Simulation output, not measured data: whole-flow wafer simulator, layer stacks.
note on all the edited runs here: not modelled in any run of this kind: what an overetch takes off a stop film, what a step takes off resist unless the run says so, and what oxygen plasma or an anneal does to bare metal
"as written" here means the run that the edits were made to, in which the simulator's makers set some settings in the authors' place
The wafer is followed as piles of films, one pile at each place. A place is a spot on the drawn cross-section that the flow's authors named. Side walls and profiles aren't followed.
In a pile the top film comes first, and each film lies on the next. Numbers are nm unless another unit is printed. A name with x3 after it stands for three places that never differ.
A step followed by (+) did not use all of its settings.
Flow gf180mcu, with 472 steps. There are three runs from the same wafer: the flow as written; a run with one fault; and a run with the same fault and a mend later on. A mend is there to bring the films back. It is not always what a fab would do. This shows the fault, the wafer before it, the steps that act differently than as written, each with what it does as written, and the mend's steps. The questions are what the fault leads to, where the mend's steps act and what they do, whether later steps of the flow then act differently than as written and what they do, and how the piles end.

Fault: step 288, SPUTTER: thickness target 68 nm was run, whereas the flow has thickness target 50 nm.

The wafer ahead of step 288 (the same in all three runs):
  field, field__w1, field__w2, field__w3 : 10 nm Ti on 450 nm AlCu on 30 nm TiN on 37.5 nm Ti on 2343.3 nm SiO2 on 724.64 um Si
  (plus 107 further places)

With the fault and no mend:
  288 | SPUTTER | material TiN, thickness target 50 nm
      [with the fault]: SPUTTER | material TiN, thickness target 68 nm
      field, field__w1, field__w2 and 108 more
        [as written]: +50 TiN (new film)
        [with the fault]: +68 TiN (new film)
  Steps further on in the flow that do not act as written (4 more steps, not shown, differ only slightly: by at most 2% or 0.5 nm, whichever is larger):
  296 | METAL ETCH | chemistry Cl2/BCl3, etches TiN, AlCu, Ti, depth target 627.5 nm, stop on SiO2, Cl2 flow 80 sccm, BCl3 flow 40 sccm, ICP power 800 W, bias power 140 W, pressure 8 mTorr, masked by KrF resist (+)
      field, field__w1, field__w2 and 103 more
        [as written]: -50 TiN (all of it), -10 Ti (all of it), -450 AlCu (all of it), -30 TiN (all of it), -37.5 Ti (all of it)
        [with the fault]: -68 TiN (all of it), -10 Ti (all of it), -450 AlCu (all of it), -30 TiN (all of it), -37.5 Ti (all of it)
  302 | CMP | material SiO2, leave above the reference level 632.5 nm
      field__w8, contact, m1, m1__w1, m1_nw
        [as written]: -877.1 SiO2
        [with the fault]: -895.1 SiO2
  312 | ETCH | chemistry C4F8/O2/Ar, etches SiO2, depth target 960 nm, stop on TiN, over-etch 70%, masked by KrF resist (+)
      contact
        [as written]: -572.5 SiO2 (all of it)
        [with the fault]: -554.5 SiO2 (all of it)
  The piles end different from the flow's at field__w8, contact, m1, m1__w1, m1_nw by more than 2% or 0.5 nm, whichever is larger.
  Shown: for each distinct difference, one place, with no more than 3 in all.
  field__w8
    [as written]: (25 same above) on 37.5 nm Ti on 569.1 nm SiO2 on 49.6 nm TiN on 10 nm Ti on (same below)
    [with the fault]: (25 same above) on 37.5 nm Ti on 551.1 nm SiO2 on 67.6 nm TiN on 10 nm Ti on (same below)
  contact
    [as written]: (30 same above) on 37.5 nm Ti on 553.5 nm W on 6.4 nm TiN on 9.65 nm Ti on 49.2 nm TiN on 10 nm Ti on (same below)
    [with the fault]: (30 same above) on 37.5 nm Ti on 535.3 nm W on 6.47 nm TiN on 9.75 nm Ti on 67.2 nm TiN on 10 nm Ti on (same below)

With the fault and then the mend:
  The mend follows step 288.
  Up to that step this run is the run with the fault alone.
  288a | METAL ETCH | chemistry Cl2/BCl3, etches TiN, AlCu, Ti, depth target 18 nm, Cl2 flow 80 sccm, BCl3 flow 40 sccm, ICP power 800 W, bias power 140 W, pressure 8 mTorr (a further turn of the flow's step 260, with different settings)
      field, field__w1, field__w2 and 108 more
        -18 TiN
  Every later step of the flow that is run acts as written at every place that is followed.
  At every place that both follow, the piles at the end match the flow's.
